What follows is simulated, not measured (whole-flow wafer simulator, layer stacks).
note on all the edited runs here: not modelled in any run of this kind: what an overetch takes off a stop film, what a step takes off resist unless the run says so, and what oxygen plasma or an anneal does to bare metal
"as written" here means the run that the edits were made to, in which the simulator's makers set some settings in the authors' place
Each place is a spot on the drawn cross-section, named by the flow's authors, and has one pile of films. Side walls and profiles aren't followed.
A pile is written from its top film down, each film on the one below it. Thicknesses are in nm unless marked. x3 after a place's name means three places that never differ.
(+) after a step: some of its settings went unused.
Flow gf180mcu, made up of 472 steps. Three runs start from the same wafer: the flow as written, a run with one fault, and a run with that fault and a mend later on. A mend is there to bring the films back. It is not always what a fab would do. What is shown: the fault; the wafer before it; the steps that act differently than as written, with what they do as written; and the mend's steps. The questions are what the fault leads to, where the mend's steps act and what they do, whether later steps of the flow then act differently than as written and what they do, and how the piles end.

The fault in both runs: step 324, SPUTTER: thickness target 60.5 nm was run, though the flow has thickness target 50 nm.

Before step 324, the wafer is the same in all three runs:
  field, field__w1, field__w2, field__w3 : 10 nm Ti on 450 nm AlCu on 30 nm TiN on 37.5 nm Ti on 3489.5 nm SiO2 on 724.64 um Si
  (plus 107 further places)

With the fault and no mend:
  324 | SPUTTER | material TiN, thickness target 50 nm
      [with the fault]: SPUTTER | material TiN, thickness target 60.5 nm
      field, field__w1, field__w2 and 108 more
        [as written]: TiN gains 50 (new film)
        [with the fault]: TiN gains 60.5 (new film)
  Steps further on in the flow that do not act as written (6 more steps, not shown, differ only slightly: by at most 2% or 0.5 nm, whichever is larger):
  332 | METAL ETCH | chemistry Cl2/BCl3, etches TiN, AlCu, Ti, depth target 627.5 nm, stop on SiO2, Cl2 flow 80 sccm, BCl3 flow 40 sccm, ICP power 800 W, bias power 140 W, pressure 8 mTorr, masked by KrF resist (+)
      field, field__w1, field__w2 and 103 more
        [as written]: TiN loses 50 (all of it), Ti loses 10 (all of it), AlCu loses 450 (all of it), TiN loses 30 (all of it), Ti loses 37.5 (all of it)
        [with the fault]: TiN loses 60.5 (all of it), Ti loses 10 (all of it), AlCu loses 450 (all of it), TiN loses 30 (all of it), Ti loses 37.5 (all of it)
  By the end, the piles at field__w8, contact, m1, m1__w1, m1_nw depart from the flow's by more than 2% or 0.5 nm, whichever is larger.
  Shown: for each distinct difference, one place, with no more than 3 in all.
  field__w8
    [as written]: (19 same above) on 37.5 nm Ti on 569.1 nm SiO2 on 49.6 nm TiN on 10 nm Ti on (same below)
    [with the fault]: (19 same above) on 37.5 nm Ti on 558.6 nm SiO2 on 60.1 nm TiN on 10 nm Ti on (same below)
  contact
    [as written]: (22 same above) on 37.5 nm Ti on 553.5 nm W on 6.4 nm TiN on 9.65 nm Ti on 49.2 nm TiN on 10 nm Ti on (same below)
    [with the fault]: (22 same above) on 37.5 nm Ti on 542.9 nm W on 6.44 nm TiN on 9.71 nm Ti on 59.7 nm TiN on 10 nm Ti on (same below)

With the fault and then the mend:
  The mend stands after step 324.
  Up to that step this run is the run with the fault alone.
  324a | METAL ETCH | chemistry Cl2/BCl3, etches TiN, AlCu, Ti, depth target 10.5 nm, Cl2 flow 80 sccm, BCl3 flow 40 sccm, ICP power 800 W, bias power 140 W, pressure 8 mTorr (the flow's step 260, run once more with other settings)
      field, field__w1, field__w2 and 108 more
        TiN loses 10.5
  Every later step of the flow that is run acts as written at every place that is followed.
  The piles end the same as the flow's at every place that both follow.
